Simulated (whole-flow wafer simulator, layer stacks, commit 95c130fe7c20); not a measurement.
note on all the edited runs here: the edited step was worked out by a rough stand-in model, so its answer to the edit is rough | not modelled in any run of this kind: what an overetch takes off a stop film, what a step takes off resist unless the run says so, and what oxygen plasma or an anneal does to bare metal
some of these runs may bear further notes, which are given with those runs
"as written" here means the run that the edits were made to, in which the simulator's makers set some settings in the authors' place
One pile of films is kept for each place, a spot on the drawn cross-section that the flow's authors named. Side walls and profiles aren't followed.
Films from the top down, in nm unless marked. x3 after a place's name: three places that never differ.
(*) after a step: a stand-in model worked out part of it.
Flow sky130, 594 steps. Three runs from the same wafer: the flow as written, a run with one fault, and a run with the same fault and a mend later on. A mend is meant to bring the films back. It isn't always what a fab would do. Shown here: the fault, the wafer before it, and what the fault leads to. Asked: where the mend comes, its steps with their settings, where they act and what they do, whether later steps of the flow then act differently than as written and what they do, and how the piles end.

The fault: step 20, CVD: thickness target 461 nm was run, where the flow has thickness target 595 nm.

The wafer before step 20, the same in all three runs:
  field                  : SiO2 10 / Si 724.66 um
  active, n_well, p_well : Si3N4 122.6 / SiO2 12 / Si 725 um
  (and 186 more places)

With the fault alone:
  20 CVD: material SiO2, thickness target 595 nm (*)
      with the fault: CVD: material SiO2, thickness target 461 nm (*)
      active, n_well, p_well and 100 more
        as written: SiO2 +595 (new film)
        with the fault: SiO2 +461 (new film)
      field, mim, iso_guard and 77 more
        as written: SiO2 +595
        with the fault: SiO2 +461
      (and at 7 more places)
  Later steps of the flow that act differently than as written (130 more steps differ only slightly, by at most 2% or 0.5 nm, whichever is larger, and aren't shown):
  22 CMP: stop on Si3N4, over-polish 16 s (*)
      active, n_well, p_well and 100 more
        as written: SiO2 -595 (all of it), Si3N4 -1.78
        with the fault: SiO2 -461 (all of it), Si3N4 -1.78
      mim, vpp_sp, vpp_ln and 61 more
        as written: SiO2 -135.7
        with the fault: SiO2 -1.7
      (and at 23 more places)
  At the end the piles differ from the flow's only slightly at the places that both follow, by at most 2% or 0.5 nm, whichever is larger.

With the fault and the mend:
  The mend comes after step 20.
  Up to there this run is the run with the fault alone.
  20a CVD: material SiO2, thickness target 134 nm (*) (the flow's step 20 once more, with other settings)
      field, active, n_well and 187 more
        SiO2 +134
  No later step of the flow acts differently than as written at any place that is followed.
  At the end the piles are the same as the flow's at every place that both follow.
